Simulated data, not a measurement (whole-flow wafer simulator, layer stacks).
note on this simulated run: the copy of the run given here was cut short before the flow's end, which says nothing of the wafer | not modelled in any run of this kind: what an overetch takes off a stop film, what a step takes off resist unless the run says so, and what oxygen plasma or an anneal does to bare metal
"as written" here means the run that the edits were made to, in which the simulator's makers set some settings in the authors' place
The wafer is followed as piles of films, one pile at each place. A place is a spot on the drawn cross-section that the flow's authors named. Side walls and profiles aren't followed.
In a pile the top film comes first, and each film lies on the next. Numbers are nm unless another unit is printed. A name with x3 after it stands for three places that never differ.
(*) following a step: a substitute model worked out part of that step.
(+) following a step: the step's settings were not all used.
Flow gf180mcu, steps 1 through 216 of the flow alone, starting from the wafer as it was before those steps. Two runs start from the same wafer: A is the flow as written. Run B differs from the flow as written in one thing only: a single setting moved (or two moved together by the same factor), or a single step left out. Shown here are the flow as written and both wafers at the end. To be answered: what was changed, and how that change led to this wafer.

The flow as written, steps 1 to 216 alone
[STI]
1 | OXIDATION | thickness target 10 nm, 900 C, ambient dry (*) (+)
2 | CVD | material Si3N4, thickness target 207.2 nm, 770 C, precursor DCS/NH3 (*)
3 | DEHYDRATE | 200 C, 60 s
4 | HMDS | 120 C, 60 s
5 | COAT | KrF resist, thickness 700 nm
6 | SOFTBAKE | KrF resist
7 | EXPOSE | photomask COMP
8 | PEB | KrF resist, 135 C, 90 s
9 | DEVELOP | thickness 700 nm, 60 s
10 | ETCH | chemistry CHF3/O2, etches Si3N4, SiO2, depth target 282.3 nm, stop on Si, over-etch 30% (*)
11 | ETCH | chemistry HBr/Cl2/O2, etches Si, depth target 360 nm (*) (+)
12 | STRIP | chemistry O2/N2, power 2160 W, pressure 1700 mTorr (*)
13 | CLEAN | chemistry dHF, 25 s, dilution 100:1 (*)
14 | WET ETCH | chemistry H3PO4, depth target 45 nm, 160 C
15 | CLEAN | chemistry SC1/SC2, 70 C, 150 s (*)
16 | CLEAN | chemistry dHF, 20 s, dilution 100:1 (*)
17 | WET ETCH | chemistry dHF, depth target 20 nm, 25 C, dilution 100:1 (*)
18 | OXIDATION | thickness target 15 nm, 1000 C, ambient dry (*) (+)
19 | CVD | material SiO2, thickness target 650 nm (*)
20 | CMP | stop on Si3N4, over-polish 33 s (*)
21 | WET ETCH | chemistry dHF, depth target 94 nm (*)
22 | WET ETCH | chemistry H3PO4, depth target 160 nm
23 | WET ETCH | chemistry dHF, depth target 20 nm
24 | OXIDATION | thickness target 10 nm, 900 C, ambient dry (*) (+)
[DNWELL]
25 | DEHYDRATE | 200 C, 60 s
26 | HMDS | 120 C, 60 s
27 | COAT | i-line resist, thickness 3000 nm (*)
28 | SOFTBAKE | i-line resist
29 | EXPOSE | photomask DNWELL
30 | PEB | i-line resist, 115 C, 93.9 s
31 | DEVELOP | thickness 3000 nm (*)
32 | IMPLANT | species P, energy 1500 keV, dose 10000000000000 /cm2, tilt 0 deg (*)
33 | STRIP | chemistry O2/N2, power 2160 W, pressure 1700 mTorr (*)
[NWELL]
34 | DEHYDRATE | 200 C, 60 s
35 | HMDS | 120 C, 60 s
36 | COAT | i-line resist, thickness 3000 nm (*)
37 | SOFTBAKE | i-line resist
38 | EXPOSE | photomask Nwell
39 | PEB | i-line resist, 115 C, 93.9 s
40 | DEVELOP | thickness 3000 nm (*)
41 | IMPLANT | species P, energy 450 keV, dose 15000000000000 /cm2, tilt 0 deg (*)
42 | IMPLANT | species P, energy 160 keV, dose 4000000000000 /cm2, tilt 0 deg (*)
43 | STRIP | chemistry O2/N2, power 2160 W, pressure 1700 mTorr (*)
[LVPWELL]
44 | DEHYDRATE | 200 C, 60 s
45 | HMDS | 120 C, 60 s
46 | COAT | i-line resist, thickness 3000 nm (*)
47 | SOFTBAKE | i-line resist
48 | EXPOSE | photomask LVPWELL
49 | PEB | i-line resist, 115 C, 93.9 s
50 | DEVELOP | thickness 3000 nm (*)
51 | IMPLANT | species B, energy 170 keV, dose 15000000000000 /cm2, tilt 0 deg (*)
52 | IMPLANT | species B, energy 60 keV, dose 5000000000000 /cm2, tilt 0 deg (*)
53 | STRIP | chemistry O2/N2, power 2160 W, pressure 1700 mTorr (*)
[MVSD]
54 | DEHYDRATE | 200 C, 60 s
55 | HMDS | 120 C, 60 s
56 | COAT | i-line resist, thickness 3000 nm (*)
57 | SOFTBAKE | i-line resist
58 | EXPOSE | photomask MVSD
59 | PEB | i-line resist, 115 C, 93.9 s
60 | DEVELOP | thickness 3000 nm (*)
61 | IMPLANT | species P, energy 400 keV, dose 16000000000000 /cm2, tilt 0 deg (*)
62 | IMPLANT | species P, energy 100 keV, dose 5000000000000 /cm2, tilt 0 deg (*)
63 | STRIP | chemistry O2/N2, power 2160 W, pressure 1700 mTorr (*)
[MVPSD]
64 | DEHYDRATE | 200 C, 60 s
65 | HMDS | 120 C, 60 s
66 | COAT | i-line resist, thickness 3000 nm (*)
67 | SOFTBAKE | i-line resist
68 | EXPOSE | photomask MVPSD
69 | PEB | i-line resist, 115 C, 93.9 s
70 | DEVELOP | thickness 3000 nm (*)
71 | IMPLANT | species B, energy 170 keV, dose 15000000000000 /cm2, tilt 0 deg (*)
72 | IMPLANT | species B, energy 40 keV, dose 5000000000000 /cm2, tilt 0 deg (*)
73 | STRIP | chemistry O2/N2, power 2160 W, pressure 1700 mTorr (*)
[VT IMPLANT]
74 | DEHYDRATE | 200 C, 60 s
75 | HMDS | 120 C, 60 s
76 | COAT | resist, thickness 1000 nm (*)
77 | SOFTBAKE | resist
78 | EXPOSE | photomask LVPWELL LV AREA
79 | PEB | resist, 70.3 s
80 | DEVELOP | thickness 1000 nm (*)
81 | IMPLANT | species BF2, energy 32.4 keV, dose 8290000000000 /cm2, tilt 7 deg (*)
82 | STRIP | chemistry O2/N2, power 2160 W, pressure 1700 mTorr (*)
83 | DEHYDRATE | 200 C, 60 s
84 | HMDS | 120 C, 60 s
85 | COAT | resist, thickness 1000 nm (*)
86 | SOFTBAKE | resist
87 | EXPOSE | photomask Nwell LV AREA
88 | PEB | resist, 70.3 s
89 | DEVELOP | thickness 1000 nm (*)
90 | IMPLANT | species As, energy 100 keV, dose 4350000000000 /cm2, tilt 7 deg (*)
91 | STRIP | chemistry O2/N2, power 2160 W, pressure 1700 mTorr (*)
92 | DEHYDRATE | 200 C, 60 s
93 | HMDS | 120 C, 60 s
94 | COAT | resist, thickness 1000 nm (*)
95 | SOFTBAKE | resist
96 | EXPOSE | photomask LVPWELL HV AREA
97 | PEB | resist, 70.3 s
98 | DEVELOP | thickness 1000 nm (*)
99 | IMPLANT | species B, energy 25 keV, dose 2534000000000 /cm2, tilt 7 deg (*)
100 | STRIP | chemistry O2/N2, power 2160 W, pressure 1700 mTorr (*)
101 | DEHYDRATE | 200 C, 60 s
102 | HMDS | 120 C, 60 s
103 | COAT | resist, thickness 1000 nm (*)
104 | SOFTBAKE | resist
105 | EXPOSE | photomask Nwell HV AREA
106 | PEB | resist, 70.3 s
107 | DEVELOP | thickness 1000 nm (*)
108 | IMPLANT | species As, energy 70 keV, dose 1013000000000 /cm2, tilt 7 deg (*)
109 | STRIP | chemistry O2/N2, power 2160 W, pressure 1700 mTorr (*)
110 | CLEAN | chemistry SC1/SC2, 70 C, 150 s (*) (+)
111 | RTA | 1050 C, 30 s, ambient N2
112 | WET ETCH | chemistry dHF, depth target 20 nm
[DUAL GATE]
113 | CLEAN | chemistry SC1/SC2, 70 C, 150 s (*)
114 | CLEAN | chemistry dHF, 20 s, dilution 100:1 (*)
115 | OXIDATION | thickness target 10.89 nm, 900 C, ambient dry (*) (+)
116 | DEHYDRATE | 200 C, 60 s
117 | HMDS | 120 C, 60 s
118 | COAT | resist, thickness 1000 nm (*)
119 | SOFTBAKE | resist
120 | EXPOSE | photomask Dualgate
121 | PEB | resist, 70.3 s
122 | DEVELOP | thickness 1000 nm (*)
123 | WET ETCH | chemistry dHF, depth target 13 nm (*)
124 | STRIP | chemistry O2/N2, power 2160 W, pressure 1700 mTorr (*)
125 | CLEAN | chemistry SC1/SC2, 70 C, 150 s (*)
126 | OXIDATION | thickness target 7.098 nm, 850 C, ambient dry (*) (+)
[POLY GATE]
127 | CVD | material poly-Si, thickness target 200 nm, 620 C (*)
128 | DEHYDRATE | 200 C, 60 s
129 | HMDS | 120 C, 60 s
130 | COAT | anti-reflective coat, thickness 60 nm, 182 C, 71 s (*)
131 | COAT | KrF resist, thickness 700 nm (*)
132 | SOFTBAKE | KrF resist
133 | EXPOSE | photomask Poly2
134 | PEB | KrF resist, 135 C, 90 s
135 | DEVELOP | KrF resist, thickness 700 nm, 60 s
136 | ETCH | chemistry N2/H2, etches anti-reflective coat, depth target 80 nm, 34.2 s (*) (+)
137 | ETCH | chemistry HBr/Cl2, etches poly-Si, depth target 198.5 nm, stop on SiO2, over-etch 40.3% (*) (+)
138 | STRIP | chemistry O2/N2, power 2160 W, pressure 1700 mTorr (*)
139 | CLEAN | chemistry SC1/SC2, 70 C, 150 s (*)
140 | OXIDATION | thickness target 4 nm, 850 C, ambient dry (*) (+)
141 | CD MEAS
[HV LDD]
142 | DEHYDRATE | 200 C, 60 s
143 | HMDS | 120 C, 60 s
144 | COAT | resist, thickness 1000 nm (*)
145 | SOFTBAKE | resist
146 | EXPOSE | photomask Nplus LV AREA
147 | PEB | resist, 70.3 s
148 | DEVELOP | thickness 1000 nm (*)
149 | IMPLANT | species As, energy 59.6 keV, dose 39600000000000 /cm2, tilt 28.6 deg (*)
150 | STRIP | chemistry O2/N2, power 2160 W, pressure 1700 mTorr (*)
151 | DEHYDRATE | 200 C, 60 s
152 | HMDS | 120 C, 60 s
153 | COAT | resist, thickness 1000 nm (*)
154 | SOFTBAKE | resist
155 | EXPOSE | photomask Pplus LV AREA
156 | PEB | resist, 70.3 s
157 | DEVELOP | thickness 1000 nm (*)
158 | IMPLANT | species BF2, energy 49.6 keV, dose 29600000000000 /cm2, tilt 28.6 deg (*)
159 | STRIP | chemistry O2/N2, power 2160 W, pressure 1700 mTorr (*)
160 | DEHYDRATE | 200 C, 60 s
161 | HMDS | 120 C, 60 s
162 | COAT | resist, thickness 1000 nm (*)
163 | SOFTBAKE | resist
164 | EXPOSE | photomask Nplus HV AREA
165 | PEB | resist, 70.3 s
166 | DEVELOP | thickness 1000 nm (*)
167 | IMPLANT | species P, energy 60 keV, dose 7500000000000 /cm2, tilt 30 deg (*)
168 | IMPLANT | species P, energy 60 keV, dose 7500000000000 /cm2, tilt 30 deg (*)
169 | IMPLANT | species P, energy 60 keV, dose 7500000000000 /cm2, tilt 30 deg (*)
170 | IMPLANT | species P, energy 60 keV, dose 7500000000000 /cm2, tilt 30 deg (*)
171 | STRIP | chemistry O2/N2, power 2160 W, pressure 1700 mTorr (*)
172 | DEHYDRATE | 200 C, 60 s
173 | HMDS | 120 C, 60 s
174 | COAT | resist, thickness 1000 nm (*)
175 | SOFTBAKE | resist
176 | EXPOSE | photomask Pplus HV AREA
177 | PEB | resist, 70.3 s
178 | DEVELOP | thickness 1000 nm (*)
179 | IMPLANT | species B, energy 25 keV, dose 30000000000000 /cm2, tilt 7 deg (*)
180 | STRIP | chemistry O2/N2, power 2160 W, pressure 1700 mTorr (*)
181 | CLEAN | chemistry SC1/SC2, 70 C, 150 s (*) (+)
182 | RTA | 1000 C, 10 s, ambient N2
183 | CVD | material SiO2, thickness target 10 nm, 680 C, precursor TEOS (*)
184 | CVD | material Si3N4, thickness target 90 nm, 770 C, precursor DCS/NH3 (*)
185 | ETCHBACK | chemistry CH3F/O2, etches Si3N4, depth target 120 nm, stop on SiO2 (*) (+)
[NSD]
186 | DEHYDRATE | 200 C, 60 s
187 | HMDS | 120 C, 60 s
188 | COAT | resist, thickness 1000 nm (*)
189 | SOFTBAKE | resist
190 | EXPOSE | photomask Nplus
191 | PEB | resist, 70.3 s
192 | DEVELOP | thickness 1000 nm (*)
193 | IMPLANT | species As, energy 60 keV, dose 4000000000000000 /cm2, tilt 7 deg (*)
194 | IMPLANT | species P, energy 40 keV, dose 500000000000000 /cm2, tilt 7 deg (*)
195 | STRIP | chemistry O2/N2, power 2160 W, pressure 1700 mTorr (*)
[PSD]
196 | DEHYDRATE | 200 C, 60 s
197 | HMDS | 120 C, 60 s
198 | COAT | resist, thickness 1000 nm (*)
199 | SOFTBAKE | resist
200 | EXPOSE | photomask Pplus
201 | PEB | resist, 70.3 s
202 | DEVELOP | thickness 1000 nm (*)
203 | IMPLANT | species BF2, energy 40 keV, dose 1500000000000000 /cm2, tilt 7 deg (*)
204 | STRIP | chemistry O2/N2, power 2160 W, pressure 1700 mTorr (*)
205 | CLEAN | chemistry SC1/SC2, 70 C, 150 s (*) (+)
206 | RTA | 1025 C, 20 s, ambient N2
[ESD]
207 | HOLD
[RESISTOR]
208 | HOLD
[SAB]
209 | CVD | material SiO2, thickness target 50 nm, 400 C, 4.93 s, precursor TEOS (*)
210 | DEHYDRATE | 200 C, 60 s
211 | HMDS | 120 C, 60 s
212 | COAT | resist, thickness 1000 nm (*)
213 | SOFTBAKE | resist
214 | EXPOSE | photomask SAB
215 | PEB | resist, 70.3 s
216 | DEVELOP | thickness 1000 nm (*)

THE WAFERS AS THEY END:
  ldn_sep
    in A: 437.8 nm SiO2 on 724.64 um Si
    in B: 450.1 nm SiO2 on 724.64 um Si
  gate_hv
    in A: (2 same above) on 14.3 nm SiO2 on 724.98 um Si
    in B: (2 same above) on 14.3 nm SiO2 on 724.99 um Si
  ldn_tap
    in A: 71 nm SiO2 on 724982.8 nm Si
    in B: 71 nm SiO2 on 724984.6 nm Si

Cause: step 112, WET ETCH: depth target 8.8 nm was run, whereas the flow has depth target 20 nm.

How this came from the change, step by step:
  112 | WET ETCH | chemistry dHF, depth target 20 nm
      active, n_well, p_well and 40 more: A SiO2 loses 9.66 (all of it) | B SiO2 loses 8.8
      field, field__w2, field__w3 and 43 more: A SiO2 loses 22 | B SiO2 loses 9.68
  113 | CLEAN | chemistry SC1/SC2, 70 C, 150 s (*)
      active, n_well, p_well and 40 more: A chemical SiO2 gains 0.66 (new film), Si loses 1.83 | B SiO2 loses 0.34
  114 | CLEAN | chemistry dHF, 20 s, dilution 100:1 (*)
      active, n_well, p_well and 40 more: A chemical SiO2 loses 0.66 (all of it) | B SiO2 loses 0.52 (all of it)
  119 | SOFTBAKE | resist
      gate_p_hv: A resist gains 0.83 | B resist gains 1.37
  130 | COAT | anti-reflective coat, thickness 60 nm, 182 C, 71 s (*)
      p_well, spacer, sd_n: A anti-reflective coat gains 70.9 (new film) | B anti-reflective coat gains 80.9 (new film)
      ldn_fp, ldp_fp: A anti-reflective coat gains 48.5 (new film) | B anti-reflective coat gains 43.4 (new film)
      (and at 69 other places as well)
  136 | ETCH | chemistry N2/H2, etches anti-reflective coat, depth target 80 nm, 34.2 s (*) (+)
      p_well, spacer, sd_n: A anti-reflective coat loses 70.9 (all of it), poly-Si loses 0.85 | B anti-reflective coat loses 80.9 (all of it), poly-Si loses 0.59
      field: A anti-reflective coat loses 61.5 (all of it), poly-Si loses 1.09 | B anti-reflective coat loses 58.1 (all of it), poly-Si loses 1.18
      (and at 49 other places as well)
  138 | STRIP | chemistry O2/N2, power 2160 W, pressure 1700 mTorr (*)
      gate: A chemical SiO2 gains 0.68 (new film), KrF resist loses 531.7 (all of it), anti-reflective coat loses 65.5 (all of it), poly-Si loses 0.3 | B chemical SiO2 gains 0.68 (new film), KrF resist loses 532.3 (all of it), anti-reflective coat loses 70.1 (all of it), poly-Si loses 0.3
      gate_hv: A chemical SiO2 gains 0.68 (new film), KrF resist loses 528.4 (all of it), anti-reflective coat loses 61 (all of it), poly-Si loses 0.3 | B chemical SiO2 gains 0.68 (new film), KrF resist loses 530.6 (all of it), anti-reflective coat loses 62.7 (all of it), poly-Si loses 0.3
      (and at 19 other places as well)
  145 | SOFTBAKE | resist
      gate_p_hv: A resist loses 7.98 | B resist loses 7.38
  154 | SOFTBAKE | resist
      gate_p_hv: A resist loses 7.98 | B resist loses 7.38
  163 | SOFTBAKE | resist
      gate_p_hv: A resist loses 7.98 | B resist loses 7.38
  175 | SOFTBAKE | resist
      gate_p_hv: A resist loses 7.98 | B resist loses 7.38
  189 | SOFTBAKE | resist
      active_hv: A resist gains 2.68 | B resist loses 0.4
      active_nat: A resist gains 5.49 | B resist gains 9.29
      (and at 1 other place as well)
  199 | SOFTBAKE | resist
      active_hv: A resist gains 2.68 | B resist loses 0.4
      active_nat: A resist gains 5.49 | B resist gains 9.29
      (and at 1 other place as well)
  209 | CVD | material SiO2, thickness target 50 nm, 400 C, 4.93 s, precursor TEOS (*)
      active: A SiO2 gains 50 | B SiO2 gains 48.9
      ld_drn_p: A SiO2 gains 46 | B SiO2 gains 45
  213 | SOFTBAKE | resist
      gate_p_hv: A resist loses 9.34 | B resist loses 8.78
      ldn_ch: A resist loses 9.33 | B resist loses 8.79
      (and at 1 other place as well)
